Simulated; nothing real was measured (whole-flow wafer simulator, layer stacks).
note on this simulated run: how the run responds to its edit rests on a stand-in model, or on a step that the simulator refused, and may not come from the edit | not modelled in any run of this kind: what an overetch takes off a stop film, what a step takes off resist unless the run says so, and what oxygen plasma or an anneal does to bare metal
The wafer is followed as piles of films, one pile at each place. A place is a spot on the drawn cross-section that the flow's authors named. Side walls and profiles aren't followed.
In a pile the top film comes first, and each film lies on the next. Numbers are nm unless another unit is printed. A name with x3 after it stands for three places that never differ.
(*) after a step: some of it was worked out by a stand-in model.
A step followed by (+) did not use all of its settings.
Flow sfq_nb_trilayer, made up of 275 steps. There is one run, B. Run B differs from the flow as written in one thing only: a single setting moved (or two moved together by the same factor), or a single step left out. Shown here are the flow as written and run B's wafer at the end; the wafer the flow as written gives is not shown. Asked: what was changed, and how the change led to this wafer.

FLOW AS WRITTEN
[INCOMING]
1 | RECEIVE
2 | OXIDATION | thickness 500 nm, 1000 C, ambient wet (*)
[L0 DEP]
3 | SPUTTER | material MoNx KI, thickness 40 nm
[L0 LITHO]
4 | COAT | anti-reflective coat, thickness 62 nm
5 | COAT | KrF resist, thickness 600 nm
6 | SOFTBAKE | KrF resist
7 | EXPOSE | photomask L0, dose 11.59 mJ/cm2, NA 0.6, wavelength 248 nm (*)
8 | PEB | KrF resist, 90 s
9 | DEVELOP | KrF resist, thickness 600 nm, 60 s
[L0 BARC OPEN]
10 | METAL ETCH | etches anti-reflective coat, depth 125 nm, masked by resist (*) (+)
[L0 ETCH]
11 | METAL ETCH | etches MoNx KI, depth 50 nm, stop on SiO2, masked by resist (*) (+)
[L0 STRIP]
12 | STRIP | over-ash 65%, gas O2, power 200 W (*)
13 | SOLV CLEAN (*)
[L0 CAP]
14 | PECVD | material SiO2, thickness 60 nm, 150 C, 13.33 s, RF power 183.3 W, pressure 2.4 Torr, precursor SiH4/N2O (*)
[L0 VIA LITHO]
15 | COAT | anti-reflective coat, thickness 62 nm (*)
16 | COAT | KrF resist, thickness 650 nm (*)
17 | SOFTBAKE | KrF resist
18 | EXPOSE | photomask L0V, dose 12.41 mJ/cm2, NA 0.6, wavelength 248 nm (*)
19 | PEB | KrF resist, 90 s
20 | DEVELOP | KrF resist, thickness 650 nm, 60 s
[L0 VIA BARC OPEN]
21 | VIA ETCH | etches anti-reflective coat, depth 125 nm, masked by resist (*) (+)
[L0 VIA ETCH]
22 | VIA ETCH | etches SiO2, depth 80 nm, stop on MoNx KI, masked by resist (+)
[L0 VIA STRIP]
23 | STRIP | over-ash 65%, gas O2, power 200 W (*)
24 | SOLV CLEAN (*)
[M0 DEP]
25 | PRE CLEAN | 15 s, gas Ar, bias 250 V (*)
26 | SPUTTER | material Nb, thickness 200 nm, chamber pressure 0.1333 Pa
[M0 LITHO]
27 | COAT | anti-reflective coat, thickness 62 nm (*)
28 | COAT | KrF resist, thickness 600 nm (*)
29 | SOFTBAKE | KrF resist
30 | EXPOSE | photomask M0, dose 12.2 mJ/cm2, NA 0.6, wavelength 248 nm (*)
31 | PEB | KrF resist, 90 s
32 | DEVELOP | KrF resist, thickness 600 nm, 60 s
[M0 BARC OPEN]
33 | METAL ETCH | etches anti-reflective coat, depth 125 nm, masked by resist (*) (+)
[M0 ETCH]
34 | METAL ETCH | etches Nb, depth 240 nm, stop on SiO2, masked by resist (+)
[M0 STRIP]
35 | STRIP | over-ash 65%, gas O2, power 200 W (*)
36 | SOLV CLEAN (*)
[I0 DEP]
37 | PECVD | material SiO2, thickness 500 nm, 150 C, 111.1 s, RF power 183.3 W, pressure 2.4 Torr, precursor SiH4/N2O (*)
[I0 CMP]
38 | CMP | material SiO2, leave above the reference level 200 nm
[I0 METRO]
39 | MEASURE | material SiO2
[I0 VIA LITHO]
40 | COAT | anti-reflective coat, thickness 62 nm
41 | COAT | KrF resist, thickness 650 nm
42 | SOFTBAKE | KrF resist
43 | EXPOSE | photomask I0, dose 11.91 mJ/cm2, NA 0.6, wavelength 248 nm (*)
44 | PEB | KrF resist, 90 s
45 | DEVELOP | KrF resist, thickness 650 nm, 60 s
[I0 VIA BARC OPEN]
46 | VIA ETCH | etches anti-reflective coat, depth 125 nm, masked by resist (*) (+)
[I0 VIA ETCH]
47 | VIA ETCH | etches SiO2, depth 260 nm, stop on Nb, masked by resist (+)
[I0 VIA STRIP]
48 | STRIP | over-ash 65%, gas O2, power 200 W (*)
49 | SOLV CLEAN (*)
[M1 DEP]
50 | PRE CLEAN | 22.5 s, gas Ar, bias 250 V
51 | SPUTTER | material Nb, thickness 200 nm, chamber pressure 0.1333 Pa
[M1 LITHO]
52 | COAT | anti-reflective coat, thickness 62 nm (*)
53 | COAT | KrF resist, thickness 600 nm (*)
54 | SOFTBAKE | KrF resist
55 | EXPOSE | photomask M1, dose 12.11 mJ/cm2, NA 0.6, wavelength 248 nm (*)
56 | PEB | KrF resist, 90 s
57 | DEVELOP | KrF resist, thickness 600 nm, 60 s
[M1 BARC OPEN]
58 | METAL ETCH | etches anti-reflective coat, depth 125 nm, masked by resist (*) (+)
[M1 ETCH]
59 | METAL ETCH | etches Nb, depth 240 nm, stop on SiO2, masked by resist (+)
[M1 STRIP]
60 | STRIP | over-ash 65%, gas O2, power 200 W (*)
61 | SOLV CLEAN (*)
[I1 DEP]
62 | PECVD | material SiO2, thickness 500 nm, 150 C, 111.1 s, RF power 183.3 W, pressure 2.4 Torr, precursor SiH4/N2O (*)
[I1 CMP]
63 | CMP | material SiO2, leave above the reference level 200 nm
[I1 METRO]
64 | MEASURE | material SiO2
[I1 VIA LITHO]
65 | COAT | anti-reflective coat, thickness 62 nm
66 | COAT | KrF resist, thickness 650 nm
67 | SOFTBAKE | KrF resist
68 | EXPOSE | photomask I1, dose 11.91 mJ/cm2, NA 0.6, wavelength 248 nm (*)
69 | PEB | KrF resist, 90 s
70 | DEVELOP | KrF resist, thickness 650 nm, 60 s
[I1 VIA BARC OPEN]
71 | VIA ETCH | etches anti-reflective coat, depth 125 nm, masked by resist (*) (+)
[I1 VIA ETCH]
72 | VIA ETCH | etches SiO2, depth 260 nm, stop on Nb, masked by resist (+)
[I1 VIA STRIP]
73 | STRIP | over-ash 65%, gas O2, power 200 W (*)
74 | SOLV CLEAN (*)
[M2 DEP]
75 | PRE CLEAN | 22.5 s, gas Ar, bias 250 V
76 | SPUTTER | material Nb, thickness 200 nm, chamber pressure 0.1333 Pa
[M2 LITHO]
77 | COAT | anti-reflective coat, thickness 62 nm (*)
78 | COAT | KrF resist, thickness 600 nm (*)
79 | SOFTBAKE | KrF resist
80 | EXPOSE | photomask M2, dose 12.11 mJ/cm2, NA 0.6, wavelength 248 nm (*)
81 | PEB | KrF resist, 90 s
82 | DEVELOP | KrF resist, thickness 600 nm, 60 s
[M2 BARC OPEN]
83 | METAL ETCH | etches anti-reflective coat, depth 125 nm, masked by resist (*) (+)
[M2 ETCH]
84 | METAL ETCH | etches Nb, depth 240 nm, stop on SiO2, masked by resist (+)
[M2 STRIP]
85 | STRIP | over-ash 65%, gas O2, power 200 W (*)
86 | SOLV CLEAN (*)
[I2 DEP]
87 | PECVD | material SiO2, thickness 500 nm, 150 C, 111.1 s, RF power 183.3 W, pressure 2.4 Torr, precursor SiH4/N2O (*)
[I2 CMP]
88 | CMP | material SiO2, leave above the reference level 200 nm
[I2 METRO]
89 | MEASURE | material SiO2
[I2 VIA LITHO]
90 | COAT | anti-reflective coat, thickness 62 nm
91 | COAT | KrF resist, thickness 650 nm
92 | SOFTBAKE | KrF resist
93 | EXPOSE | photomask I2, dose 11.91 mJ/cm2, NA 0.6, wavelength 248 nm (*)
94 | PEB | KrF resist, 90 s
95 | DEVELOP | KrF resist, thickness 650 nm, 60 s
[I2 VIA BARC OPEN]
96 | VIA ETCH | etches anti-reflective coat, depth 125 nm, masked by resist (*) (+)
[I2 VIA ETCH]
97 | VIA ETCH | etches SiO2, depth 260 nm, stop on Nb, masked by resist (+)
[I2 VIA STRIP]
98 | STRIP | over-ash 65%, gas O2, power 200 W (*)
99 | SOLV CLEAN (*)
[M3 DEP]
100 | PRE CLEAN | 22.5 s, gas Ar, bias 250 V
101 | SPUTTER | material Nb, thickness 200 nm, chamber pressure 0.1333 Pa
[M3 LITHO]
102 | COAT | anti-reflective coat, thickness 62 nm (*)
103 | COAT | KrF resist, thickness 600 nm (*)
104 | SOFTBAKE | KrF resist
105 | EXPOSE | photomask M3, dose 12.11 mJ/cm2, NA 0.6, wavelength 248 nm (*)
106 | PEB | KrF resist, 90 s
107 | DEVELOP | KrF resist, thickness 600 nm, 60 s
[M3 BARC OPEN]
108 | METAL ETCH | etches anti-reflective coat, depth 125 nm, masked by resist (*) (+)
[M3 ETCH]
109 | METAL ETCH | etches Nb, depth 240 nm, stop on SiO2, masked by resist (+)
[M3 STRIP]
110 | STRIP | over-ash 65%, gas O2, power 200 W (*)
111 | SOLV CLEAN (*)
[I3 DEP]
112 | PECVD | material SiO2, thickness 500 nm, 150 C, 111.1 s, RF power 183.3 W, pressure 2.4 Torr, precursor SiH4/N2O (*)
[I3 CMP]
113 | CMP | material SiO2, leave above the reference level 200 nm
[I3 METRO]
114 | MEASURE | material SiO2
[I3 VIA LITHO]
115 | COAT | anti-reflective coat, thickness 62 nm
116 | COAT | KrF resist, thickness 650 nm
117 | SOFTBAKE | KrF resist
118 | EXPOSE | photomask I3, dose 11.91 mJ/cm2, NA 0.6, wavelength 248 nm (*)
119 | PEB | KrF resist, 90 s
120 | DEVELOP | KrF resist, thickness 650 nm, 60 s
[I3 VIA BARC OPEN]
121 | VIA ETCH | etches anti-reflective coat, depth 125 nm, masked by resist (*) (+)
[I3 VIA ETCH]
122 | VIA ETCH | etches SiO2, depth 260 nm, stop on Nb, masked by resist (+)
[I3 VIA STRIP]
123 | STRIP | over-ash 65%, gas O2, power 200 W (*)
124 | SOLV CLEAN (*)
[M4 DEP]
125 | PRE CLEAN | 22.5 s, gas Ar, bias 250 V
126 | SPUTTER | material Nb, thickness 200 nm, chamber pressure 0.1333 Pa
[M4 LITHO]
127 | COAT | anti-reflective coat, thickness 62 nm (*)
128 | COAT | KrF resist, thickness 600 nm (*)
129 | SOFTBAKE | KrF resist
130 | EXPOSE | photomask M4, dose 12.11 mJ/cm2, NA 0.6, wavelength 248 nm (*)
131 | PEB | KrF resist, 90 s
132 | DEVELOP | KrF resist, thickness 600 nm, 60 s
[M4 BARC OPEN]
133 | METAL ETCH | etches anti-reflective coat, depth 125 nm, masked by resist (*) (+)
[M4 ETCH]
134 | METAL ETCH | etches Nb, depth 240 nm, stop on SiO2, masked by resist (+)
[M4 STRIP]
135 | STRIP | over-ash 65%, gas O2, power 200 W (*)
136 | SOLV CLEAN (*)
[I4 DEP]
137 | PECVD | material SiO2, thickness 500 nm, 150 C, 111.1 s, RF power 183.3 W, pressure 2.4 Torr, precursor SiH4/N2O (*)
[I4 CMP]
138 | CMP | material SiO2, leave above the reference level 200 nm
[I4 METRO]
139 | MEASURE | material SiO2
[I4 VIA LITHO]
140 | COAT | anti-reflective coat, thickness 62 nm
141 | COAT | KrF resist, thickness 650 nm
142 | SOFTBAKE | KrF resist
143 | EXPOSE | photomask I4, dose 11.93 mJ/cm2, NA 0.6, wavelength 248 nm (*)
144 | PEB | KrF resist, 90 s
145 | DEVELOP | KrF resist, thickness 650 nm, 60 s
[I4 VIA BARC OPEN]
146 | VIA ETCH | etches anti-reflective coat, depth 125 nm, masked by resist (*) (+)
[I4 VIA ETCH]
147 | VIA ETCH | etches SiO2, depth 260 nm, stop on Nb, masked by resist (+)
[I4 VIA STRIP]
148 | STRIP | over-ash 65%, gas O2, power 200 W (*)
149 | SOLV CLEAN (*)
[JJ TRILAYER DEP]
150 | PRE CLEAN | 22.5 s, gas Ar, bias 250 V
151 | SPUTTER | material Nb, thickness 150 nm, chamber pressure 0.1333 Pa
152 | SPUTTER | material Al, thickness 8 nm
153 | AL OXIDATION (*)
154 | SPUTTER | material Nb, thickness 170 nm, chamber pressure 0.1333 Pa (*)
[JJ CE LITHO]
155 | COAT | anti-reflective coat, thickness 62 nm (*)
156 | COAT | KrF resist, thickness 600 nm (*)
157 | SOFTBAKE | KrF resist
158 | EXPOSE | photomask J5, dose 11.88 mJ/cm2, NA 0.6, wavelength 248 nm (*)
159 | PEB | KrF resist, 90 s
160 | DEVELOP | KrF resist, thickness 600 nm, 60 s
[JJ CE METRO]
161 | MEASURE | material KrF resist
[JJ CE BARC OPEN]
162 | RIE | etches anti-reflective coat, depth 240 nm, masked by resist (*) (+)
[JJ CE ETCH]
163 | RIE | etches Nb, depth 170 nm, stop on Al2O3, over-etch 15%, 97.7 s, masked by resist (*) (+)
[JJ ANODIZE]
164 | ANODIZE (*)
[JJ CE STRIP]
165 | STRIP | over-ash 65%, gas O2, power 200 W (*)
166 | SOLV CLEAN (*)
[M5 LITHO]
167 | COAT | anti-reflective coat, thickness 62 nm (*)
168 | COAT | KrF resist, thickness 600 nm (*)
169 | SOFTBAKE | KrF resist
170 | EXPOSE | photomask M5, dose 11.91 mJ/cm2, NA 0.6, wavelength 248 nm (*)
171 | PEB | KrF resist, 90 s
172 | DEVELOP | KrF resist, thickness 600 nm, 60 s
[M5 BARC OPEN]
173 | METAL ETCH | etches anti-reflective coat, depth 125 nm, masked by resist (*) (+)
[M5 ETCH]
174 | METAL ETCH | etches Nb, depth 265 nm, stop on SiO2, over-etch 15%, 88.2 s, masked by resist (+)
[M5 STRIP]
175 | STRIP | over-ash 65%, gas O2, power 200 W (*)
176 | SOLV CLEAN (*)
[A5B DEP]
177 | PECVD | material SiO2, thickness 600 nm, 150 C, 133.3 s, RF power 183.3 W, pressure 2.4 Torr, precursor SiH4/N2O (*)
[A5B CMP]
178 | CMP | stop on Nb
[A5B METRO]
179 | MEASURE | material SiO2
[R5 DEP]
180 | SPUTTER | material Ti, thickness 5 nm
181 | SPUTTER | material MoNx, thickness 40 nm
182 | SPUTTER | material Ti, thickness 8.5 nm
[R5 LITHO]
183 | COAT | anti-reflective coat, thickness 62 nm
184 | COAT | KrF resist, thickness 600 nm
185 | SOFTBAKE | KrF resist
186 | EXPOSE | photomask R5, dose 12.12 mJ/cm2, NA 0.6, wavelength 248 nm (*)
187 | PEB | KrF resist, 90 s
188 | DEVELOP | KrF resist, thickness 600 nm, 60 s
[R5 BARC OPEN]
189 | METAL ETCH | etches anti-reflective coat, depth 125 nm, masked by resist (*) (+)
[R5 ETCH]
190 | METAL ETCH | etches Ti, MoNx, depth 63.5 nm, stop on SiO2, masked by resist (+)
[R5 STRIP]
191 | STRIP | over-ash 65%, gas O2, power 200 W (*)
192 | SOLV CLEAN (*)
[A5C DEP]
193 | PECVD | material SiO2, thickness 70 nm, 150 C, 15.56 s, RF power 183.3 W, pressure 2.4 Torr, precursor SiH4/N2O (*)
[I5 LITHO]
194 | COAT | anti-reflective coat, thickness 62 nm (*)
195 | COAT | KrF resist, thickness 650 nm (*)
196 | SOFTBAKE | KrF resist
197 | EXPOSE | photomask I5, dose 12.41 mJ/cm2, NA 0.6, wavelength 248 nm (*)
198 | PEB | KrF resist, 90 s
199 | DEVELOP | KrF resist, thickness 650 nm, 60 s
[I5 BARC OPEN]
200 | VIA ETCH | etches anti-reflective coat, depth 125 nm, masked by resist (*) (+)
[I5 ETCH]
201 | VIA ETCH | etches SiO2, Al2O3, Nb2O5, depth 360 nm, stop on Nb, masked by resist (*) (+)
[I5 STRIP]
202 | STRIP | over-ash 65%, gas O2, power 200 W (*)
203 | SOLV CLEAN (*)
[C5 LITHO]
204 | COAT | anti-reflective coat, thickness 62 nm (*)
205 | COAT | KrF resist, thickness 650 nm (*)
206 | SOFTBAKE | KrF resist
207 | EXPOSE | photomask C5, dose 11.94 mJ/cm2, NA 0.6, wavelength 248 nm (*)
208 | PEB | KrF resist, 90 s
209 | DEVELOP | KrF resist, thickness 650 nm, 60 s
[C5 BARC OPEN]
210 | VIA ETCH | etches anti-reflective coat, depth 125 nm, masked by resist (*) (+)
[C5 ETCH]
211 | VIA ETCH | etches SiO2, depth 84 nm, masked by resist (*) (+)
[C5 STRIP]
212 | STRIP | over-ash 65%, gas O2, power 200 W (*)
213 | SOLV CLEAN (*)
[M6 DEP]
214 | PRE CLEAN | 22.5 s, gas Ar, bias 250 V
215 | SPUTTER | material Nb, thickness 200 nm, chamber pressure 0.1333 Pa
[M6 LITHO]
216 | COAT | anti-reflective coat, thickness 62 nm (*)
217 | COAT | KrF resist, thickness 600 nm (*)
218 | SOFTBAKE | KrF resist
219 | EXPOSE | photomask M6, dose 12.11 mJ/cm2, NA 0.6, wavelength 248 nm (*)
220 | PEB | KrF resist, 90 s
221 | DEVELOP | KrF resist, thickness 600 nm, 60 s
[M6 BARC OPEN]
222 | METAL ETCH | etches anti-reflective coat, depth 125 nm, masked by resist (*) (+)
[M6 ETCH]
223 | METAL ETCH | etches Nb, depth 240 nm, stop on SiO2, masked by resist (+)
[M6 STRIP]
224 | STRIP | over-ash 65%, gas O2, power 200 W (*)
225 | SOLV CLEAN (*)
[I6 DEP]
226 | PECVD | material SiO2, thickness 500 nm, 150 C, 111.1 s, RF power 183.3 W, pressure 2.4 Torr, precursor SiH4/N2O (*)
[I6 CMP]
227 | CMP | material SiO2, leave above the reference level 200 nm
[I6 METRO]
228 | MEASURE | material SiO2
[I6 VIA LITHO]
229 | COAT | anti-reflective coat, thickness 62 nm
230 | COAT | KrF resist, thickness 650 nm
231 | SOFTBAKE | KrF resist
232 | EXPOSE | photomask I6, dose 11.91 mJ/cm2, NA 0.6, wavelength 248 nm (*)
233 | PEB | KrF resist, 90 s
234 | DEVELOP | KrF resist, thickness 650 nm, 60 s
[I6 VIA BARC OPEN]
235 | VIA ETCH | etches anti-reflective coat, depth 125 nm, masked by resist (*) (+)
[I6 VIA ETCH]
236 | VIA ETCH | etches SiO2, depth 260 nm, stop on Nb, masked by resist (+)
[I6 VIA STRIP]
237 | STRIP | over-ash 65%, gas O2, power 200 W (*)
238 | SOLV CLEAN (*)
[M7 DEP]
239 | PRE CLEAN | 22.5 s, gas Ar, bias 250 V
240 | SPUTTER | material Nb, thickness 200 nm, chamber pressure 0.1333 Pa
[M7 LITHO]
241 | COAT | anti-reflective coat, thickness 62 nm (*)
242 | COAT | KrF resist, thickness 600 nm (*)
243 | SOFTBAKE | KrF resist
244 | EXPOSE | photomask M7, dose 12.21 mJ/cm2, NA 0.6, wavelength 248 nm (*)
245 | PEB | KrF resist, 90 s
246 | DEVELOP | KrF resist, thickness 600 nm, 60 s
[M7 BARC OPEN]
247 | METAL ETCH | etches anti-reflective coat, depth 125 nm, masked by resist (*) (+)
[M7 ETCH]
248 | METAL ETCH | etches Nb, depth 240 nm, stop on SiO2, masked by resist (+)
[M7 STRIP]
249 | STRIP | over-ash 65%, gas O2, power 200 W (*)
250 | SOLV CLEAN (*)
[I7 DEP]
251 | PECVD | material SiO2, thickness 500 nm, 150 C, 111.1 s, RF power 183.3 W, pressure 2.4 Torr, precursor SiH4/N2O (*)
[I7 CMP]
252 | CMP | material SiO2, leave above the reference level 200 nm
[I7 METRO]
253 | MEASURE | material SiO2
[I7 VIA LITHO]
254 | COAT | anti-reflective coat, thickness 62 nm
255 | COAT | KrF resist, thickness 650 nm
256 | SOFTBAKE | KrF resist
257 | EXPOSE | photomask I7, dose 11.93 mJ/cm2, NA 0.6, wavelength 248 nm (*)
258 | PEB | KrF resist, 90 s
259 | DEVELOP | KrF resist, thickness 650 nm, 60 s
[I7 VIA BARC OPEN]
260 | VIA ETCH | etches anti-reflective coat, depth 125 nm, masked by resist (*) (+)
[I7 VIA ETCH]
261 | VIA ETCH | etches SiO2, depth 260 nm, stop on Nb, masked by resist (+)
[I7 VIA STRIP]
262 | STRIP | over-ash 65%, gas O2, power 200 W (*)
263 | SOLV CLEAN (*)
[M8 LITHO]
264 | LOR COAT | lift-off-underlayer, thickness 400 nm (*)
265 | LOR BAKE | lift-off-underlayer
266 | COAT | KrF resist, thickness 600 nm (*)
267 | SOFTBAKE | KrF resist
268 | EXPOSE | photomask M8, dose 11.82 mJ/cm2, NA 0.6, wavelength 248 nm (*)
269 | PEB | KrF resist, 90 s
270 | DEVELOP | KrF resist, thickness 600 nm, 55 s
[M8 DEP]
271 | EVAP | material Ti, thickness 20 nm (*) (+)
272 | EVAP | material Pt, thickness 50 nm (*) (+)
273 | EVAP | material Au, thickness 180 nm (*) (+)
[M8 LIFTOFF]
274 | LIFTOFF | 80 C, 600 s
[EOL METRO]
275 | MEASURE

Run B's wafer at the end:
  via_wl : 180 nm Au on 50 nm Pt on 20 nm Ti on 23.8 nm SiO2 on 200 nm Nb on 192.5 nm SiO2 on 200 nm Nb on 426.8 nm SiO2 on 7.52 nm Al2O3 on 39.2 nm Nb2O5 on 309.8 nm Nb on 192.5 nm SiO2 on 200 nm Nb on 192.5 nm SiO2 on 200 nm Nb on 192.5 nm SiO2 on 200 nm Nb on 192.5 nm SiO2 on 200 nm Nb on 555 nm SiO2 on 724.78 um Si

The reason: step 261, VIA ETCH: depth 176 nm was run, though the flow has depth 260 nm.

The path from the change to this, step by step:
  261 | VIA ETCH | etches SiO2, depth 260 nm, stop on Nb, masked by resist (+)
      via_wl, via_w, via_wr: SiO2 loses 176 (in the flow as written it would be: SiO2 loses 199.8 (all of it))
      field_l, v_sur, via_sp and 100 more: KrF resist loses 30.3 (in the flow as written it would be: KrF resist loses 44.8)
  262 | STRIP | over-ash 65%, gas O2, power 200 W (*)
      field_l, v_sur, via_sp and 100 more: KrF resist loses 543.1 (all of it), anti-reflective coat loses 62 (all of it) (in the flow as written it would be: KrF resist loses 528.6 (all of it), anti-reflective coat loses 62 (all of it))
  264 | LOR COAT | lift-off-underlayer, thickness 400 nm (*)
      via_wl, via_wr: lift-off-underlayer gains 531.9 (new film) (in the flow as written it would be: lift-off-underlayer gains 549.8 (new film))
      via_w: lift-off-underlayer gains 520.2 (new film) (in the flow as written it would be: lift-off-underlayer gains 536.4 (new film))
  270 | DEVELOP | KrF resist, thickness 600 nm, 55 s
      via_wl: KrF resist loses 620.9 (all of it), lift-off-underlayer loses 531.9 (all of it) (in the flow as written it would be: KrF resist loses 623.9 (all of it), lift-off-underlayer loses 549.8 (all of it))
      via_w: KrF resist loses 631.1 (all of it), lift-off-underlayer loses 520.2 (all of it) (in the flow as written it would be: KrF resist loses 635.4 (all of it), lift-off-underlayer loses 536.4 (all of it))
      (and at 1 other place as well)
With metal films that touch counted as one body, via_wl has 8 bodies (between them, from the top down: SiO2 23.8; SiO2 192.5; SiO2 426.8 / Al2O3 7.52 / Nb2O5 39.2; SiO2 192.5; SiO2 192.5; SiO2 192.5; SiO2 192.5); the flow as written gives 7 bodies (between them, from the top down: SiO2 192.5; SiO2 426.8 / Al2O3 7.52 / Nb2O5 39.2; SiO2 192.5; SiO2 192.5; SiO2 192.5; SiO2 192.5).
